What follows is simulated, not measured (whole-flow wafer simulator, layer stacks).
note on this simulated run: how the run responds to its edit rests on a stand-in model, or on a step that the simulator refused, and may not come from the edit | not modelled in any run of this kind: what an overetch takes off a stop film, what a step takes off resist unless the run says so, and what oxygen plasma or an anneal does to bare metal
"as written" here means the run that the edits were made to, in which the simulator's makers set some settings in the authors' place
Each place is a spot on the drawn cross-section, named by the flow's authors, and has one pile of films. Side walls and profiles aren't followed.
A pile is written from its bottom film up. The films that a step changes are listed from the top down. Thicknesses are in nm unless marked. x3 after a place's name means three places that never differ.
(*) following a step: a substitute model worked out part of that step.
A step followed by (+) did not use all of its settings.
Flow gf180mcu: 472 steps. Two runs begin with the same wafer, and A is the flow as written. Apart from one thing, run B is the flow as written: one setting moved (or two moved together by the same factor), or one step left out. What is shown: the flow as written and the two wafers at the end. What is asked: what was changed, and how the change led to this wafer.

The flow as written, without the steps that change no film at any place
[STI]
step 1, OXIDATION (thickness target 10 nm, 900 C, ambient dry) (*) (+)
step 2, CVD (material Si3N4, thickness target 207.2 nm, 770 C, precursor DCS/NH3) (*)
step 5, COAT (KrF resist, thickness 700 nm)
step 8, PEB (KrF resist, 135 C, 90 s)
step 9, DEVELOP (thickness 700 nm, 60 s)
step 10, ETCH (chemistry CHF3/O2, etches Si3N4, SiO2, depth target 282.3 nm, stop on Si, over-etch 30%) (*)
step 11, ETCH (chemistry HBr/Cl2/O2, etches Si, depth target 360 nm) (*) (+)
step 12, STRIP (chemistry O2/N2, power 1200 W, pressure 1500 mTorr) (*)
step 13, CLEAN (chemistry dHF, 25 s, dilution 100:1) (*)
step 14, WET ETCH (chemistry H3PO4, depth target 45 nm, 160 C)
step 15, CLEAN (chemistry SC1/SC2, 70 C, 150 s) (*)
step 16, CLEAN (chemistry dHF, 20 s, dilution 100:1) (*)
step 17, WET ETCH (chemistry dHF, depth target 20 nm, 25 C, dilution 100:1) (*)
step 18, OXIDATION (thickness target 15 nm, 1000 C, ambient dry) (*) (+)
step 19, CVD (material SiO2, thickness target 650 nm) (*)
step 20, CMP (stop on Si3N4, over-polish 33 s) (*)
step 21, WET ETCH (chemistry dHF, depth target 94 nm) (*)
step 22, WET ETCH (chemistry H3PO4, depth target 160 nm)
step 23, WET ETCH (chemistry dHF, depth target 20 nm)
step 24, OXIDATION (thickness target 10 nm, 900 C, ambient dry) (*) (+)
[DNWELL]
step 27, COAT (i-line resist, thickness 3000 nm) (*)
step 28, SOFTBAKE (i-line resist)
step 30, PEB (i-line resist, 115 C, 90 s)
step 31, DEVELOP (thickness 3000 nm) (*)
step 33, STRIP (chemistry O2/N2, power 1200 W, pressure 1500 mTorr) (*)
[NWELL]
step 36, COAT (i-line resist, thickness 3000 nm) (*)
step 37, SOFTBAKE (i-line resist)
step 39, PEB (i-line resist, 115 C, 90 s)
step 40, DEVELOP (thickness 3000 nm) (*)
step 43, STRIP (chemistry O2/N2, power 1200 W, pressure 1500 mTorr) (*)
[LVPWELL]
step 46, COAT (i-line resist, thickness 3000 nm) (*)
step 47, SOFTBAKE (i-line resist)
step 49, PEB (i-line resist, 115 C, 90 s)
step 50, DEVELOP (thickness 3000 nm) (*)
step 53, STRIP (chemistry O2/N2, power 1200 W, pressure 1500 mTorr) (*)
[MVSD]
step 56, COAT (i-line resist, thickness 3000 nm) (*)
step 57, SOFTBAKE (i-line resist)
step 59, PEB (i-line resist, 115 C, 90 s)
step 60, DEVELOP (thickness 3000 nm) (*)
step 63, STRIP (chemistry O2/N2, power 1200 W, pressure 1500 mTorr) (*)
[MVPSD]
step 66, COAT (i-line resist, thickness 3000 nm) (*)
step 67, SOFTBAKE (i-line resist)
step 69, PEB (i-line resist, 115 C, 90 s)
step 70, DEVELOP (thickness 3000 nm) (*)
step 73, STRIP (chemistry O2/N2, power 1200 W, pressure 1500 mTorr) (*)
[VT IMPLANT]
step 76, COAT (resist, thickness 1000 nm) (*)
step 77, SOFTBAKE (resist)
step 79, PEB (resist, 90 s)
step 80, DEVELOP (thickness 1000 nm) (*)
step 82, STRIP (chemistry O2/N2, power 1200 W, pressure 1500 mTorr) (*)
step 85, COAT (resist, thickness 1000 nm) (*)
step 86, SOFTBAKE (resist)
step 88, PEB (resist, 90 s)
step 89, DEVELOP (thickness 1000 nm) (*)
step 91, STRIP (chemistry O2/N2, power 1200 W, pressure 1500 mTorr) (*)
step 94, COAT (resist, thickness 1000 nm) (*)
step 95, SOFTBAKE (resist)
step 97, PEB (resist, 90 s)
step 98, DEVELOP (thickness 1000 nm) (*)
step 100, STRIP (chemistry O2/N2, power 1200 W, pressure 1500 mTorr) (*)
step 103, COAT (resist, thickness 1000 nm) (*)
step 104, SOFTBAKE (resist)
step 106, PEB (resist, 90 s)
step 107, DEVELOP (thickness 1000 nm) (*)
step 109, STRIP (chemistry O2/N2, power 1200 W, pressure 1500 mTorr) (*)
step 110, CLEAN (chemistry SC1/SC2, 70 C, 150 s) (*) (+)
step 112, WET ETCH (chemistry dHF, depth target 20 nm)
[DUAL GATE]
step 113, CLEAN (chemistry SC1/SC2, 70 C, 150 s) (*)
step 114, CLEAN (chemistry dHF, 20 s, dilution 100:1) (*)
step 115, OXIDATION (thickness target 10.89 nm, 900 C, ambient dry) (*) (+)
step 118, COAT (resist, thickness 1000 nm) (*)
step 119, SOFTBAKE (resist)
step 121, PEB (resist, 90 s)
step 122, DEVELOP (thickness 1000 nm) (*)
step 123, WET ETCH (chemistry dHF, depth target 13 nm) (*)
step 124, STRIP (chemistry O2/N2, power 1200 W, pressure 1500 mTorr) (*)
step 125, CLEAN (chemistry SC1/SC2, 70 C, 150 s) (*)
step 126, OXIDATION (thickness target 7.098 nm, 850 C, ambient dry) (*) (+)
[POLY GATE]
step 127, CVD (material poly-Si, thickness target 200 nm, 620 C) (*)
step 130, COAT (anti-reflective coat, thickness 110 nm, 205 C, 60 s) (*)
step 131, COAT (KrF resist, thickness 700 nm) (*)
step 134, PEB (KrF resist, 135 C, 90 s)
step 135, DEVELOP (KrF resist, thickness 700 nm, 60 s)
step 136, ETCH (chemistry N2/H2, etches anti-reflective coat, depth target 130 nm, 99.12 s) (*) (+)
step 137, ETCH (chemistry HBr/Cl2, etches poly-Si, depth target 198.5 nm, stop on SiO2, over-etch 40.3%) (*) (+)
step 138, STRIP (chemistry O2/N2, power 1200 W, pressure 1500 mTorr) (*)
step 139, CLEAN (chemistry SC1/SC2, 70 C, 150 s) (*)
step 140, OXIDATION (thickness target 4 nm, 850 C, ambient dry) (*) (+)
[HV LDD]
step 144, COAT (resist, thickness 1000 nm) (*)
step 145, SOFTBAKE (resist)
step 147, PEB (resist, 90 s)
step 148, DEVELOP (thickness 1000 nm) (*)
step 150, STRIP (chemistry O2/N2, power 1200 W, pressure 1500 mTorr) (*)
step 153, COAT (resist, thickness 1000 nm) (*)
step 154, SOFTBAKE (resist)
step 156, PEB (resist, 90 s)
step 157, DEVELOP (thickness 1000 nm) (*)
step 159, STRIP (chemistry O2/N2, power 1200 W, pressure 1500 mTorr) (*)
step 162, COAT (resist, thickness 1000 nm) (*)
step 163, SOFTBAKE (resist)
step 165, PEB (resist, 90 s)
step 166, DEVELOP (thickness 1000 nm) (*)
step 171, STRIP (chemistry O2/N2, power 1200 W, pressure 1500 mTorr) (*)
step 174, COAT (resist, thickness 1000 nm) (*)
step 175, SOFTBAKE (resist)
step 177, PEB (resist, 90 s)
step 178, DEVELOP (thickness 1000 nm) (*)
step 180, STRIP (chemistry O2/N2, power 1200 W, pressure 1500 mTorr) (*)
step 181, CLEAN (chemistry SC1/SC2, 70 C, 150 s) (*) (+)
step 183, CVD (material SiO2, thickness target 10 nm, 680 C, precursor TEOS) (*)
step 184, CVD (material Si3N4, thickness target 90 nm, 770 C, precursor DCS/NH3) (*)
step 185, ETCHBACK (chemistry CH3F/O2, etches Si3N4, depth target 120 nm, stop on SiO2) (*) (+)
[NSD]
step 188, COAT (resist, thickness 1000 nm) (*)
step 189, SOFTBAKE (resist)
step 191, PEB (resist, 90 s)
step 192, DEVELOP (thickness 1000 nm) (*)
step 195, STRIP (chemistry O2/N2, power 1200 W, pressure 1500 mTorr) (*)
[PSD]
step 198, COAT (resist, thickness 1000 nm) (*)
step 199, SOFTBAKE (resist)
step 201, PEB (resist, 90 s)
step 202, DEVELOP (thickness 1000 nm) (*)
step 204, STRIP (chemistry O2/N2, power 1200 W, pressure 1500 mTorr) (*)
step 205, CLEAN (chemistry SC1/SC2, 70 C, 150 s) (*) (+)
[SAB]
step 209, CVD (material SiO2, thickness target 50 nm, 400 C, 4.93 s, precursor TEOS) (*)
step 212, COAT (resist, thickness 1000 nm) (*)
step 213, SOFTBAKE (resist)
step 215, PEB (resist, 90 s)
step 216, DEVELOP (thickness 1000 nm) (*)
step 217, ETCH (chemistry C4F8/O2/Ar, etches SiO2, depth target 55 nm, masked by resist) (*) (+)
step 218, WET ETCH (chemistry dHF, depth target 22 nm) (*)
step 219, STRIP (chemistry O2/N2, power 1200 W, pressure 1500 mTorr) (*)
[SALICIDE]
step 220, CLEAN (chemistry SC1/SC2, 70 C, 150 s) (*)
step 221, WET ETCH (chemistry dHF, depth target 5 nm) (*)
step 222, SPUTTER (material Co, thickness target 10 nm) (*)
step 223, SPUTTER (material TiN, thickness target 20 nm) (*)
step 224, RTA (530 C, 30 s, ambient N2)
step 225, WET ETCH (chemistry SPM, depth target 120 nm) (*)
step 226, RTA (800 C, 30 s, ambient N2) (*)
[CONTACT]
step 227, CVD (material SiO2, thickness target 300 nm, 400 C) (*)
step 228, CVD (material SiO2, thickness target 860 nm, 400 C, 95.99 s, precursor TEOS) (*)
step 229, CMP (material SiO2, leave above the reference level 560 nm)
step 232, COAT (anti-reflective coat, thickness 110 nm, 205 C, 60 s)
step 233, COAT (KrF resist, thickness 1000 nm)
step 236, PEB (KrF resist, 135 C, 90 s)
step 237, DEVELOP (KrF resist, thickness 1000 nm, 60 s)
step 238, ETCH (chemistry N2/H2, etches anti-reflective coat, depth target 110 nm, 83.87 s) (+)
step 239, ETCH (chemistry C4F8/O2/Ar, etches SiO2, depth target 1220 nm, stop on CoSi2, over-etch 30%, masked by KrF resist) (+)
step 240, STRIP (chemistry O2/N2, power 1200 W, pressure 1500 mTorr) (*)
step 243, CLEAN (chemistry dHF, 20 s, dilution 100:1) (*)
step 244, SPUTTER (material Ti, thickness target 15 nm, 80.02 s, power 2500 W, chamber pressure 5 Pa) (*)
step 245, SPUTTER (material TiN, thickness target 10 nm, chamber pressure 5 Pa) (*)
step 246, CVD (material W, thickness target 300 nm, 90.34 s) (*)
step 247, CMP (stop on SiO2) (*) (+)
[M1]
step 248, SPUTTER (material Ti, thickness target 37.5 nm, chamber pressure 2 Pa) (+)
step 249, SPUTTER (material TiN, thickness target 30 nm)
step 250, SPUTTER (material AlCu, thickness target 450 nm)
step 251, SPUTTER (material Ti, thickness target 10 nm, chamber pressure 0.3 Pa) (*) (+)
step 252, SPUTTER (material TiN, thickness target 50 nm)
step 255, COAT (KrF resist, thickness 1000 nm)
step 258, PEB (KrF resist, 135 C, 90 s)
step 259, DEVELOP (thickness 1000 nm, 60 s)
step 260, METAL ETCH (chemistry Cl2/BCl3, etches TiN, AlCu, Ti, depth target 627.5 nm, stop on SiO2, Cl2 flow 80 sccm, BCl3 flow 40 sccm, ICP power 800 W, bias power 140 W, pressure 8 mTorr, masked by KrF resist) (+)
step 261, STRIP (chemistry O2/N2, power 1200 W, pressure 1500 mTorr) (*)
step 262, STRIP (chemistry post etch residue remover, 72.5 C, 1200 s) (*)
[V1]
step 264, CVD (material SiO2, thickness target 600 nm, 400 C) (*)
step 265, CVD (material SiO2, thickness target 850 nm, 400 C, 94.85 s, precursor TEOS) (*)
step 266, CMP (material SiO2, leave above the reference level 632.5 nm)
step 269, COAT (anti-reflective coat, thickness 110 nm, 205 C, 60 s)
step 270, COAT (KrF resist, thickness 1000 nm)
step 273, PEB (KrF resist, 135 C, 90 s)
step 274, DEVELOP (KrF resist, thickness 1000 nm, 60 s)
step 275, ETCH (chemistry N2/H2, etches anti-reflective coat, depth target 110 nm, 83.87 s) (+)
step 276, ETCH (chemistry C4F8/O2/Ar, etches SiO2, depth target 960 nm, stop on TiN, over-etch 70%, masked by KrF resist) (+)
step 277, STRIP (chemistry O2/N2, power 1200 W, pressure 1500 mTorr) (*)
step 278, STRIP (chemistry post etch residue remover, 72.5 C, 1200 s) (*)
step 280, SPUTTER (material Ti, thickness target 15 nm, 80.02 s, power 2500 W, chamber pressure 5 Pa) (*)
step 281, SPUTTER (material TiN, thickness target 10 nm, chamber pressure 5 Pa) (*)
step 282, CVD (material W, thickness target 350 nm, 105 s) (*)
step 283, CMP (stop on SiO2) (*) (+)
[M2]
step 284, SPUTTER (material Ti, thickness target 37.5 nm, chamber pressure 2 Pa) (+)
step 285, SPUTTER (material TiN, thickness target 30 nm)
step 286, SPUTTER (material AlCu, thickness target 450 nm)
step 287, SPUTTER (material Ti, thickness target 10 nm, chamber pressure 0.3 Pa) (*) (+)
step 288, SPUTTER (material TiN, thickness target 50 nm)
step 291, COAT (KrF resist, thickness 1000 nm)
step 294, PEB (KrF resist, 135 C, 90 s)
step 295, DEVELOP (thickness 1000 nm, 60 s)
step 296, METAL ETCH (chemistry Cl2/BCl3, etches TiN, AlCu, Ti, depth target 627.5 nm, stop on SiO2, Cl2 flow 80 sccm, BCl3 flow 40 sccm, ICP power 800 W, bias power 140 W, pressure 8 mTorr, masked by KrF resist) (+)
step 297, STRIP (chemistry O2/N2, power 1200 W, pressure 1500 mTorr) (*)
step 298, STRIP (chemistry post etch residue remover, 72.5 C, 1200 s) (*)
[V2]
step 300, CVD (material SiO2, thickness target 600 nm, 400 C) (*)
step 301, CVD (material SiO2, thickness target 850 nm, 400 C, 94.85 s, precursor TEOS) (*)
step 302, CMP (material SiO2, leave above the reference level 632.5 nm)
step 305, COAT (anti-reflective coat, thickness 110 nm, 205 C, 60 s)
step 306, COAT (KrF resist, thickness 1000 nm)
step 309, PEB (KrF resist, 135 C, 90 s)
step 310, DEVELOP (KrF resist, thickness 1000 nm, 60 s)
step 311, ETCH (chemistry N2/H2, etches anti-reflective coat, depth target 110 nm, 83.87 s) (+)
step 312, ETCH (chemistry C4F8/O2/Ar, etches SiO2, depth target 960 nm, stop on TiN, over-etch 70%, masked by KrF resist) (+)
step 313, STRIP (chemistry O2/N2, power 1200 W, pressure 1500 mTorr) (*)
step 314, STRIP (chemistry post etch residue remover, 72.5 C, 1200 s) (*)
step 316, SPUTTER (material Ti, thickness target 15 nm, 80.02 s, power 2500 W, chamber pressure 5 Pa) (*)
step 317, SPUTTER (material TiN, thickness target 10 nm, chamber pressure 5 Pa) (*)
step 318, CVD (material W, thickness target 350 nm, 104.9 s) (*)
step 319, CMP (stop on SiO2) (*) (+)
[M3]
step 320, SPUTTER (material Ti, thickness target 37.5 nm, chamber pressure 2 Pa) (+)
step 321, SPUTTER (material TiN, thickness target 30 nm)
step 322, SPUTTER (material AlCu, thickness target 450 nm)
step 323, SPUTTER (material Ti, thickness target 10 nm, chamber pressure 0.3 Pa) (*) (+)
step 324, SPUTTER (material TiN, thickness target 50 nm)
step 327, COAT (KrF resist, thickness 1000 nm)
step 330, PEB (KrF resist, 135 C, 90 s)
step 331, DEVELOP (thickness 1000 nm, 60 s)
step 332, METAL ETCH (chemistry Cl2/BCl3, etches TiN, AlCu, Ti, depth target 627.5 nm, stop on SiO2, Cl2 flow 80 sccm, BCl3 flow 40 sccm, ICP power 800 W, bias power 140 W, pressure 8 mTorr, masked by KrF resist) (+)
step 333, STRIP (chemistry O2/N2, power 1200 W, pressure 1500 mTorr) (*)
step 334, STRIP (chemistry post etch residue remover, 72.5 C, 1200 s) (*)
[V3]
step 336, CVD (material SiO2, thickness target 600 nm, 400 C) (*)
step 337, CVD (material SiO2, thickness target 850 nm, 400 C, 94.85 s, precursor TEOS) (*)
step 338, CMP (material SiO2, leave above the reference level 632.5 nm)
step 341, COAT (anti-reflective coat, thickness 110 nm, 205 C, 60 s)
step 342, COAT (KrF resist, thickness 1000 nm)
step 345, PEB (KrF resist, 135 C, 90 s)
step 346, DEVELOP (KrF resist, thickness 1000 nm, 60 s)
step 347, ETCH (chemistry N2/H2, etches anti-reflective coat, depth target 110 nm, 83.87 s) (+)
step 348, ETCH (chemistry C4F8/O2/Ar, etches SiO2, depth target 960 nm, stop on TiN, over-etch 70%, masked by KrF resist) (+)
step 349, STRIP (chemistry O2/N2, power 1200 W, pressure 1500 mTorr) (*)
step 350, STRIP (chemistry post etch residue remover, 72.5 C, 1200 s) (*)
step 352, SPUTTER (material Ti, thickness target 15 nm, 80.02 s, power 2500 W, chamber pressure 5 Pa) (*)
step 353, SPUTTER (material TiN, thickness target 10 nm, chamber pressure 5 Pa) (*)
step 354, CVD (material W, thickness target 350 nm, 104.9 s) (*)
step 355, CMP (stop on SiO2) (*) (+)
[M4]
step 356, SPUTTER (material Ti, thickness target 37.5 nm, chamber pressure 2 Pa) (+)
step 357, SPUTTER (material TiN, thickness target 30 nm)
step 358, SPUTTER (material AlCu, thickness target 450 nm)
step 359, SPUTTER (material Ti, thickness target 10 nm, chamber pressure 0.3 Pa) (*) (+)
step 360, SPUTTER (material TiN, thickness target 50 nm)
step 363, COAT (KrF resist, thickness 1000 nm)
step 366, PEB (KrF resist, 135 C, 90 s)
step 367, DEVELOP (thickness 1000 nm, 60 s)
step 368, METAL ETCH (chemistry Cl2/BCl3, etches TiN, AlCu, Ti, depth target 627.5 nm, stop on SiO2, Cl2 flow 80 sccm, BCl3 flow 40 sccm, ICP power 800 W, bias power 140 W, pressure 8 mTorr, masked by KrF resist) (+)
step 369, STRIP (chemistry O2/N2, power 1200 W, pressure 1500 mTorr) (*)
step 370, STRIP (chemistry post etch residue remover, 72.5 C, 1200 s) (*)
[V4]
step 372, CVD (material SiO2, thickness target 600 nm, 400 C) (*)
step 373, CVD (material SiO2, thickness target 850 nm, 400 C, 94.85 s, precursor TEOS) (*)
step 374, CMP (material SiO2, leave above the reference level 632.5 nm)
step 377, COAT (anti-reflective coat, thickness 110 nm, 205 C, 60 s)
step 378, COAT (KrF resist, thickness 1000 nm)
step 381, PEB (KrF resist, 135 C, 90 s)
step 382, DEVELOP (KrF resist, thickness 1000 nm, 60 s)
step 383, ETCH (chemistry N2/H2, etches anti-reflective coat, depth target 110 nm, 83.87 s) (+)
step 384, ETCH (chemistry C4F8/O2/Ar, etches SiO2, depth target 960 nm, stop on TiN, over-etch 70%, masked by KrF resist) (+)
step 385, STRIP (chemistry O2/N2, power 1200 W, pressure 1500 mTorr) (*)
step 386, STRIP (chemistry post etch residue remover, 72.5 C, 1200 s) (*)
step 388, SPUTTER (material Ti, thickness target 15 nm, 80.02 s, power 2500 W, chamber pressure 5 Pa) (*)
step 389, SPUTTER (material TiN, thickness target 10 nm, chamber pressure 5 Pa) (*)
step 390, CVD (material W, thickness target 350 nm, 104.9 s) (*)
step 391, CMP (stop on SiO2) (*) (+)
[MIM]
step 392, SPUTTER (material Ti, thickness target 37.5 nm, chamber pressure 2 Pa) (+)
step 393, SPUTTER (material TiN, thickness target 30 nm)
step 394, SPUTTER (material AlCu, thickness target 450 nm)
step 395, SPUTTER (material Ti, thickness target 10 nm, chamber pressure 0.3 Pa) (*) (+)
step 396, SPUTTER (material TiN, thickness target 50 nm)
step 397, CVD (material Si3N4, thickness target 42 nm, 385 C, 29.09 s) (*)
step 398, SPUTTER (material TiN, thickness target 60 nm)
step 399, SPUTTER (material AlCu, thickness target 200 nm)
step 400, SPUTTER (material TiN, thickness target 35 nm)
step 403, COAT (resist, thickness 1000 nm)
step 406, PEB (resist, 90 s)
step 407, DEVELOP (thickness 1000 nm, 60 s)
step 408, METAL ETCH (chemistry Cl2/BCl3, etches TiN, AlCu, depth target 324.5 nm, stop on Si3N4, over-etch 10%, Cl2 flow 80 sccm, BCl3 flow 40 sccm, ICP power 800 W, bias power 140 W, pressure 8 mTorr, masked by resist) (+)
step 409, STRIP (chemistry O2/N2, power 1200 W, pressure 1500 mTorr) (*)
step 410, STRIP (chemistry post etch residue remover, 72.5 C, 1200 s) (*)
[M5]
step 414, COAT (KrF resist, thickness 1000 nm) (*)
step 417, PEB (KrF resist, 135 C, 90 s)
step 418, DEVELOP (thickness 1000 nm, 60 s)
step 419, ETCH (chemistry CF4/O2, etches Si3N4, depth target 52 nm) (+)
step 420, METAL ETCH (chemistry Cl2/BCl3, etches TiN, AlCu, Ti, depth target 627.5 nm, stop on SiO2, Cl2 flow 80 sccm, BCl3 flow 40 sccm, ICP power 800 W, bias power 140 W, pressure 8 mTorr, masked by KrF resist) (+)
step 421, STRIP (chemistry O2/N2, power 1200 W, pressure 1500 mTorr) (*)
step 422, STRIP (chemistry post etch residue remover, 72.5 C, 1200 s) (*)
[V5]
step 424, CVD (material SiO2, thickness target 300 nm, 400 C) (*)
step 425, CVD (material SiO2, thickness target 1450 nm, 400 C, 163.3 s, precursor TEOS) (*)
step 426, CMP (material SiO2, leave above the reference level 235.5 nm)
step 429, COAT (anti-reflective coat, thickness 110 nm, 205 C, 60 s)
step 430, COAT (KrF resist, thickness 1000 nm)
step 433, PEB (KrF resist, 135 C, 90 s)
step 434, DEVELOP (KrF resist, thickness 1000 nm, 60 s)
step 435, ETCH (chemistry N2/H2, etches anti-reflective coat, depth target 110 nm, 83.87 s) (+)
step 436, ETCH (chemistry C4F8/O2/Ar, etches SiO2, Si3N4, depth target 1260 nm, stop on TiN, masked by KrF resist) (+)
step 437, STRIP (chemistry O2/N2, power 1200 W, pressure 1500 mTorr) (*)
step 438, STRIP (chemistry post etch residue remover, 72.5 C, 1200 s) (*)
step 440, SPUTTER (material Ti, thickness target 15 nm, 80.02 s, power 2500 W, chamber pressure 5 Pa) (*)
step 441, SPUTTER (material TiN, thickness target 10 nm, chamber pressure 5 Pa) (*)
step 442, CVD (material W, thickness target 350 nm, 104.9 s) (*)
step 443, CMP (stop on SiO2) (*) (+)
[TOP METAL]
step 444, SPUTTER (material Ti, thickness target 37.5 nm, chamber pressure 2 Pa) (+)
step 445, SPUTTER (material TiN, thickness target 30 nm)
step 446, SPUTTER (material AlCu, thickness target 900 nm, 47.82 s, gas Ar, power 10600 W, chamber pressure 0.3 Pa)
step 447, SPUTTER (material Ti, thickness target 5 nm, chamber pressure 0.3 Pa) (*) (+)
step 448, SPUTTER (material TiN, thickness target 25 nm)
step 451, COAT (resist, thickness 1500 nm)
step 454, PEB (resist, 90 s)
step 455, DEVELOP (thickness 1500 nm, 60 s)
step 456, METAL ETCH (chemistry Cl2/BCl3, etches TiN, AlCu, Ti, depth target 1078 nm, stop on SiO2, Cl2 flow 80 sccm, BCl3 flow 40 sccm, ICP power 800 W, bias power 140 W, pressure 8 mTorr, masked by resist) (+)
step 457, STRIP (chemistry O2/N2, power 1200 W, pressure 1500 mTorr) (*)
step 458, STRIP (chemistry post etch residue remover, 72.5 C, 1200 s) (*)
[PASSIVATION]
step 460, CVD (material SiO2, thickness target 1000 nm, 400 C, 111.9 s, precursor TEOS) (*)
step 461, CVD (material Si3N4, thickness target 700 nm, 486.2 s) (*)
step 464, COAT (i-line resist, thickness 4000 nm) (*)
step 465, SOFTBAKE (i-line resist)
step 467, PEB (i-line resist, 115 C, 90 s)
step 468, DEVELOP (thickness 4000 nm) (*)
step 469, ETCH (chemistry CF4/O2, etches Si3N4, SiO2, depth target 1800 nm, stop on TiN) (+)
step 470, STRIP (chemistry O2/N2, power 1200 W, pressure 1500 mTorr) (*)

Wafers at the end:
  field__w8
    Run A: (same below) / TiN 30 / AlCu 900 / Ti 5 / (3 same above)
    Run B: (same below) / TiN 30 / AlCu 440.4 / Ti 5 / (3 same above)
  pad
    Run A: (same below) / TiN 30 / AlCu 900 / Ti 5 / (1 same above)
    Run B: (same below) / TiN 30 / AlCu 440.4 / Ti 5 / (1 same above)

What caused this: step 446, SPUTTER: 23.91 s was run, while the flow as written has 47.82 s.

The path from the change to this, step by step:
  step 446, SPUTTER (material AlCu, thickness target 900 nm, 47.82 s, gas Ar, power 10600 W, chamber pressure 0.3 Pa)
      field, field__w1, field__w2 and 109 more: A AlCu gains 900 (new film) | B AlCu gains 440.4 (new film)
  step 456, METAL ETCH (chemistry Cl2/BCl3, etches TiN, AlCu, Ti, depth target 1078 nm, stop on SiO2, Cl2 flow 80 sccm, BCl3 flow 40 sccm, ICP power 800 W, bias power 140 W, pressure 8 mTorr, masked by resist) (+)
      field, field__w1, field__w2 and 103 more: A TiN loses 25 (all of it), Ti loses 5 (all of it), AlCu loses 900 (all of it), TiN loses 30 (all of it), Ti loses 37.5 (all of it) | B TiN loses 25 (all of it), Ti loses 5 (all of it), AlCu loses 440.4 (all of it), TiN loses 30 (all of it), Ti loses 37.5 (all of it)
      field__w8, contact, m1, m1__w1, pad, m1_nw: A resist loses 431 | B resist loses 322.7
  step 457, STRIP (chemistry O2/N2, power 1200 W, pressure 1500 mTorr) (*)
      field__w8, contact, m1, m1__w1, pad, m1_nw: A resist loses 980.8 (all of it) | B resist loses 1089 (all of it)
  step 464, COAT (i-line resist, thickness 4000 nm) (*)
      field: A i-line resist gains 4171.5 (new film) | B i-line resist gains 4078.5 (new film)
      field__w8: A i-line resist gains 3093.1 (new film) | B i-line resist gains 3504.4 (new film)
      (also at 8 further places)
  step 465, SOFTBAKE (i-line resist)
      active: A i-line resist gains 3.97 | B i-line resist loses 0.08
      field__w5, field__w9: A i-line resist gains 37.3 | B i-line resist gains 16.7
      (also at 66 further places)
  step 467, PEB (i-line resist, 115 C, 90 s)
      field__w8, m1__w1: A i-line resist loses 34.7 | B i-line resist loses 42.1
      contact, m1: A i-line resist loses 35.1 | B i-line resist loses 42.3
      (also at 2 further places)
  step 468, DEVELOP (thickness 4000 nm) (*)
      pad: A i-line resist loses 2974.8 (all of it) | B i-line resist loses 3423.6 (all of it)
  step 470, STRIP (chemistry O2/N2, power 1200 W, pressure 1500 mTorr) (*)
      field__w8, m1__w1: A i-line resist loses 1787.7 (all of it) | B i-line resist loses 2230.7 (all of it)
      contact: A i-line resist loses 1811.2 (all of it) | B i-line resist loses 2240.5 (all of it)
      (also at 2 further places)
